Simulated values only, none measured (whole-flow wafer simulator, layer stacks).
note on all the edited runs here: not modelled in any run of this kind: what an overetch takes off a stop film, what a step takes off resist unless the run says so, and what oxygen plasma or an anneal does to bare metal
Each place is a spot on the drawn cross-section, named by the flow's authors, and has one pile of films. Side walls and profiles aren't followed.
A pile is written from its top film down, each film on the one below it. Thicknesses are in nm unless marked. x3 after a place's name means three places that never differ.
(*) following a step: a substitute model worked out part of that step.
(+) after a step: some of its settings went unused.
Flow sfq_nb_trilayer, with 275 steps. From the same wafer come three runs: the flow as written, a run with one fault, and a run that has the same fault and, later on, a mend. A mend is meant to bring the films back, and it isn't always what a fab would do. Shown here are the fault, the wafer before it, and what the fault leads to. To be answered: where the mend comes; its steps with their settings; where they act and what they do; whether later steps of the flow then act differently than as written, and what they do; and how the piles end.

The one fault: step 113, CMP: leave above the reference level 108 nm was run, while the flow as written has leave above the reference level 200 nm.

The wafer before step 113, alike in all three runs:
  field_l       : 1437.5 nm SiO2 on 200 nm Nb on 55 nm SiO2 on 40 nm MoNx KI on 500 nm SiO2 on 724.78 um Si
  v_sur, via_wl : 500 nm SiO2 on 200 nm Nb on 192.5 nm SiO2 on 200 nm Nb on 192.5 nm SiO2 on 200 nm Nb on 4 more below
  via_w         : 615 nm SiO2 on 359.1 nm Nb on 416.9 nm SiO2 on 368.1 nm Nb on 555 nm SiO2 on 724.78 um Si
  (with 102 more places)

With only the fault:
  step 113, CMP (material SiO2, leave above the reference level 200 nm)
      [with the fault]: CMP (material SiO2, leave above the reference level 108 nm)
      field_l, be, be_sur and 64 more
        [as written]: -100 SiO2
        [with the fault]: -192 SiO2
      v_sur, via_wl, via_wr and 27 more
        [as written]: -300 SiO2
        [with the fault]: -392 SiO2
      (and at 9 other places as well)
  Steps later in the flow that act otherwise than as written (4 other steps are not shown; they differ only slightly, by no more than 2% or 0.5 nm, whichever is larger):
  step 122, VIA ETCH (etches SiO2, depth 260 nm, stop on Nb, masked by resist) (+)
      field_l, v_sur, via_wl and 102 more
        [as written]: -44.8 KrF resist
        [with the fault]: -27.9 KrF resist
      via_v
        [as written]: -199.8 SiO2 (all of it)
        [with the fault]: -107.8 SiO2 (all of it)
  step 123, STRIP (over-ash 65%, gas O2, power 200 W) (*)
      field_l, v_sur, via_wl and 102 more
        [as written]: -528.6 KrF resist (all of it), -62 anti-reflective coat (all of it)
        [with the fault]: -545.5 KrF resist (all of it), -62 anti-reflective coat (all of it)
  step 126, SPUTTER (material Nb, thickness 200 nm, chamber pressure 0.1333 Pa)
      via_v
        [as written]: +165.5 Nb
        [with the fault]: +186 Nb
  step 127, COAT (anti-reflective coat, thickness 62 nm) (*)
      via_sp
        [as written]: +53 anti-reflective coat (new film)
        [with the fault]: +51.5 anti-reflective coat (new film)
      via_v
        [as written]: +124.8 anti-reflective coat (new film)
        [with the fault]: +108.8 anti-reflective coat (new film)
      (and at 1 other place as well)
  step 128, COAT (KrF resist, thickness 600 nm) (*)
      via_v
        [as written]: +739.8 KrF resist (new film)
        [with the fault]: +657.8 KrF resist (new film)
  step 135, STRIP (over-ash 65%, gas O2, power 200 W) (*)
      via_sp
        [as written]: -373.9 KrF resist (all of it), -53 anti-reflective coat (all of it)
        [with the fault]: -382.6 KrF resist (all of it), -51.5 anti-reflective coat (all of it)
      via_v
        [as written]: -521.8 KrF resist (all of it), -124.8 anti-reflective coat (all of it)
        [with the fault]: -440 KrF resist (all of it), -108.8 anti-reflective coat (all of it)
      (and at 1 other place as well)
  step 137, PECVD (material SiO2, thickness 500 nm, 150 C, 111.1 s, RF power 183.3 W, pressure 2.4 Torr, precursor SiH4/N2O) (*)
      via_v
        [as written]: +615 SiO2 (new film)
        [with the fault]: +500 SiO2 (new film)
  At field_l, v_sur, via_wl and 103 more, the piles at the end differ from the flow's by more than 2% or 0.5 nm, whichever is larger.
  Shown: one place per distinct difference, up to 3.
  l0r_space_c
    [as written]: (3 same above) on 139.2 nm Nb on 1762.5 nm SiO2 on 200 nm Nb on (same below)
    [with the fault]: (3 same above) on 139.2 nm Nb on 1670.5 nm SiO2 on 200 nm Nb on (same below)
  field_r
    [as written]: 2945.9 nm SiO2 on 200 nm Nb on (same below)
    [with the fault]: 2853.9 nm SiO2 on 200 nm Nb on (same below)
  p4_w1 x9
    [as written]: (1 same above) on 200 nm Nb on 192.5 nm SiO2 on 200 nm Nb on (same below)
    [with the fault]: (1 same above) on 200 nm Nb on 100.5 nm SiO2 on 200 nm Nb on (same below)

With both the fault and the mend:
  The mend stands after step 114.
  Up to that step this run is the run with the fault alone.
  step 114a, PECVD (material SiO2, thickness 92 nm, 150 C, 20.44 s, RF power 183.3 W, pressure 2.4 Torr, precursor SiH4/N2O) (a further turn of the flow's step 112, with different settings)
      field_l, v_sur, via_wl and 103 more
        +92 SiO2
  None of the later steps of the flow acts differently than as written at any place that is followed.
  The piles end the same as the flow's at every place that both follow.
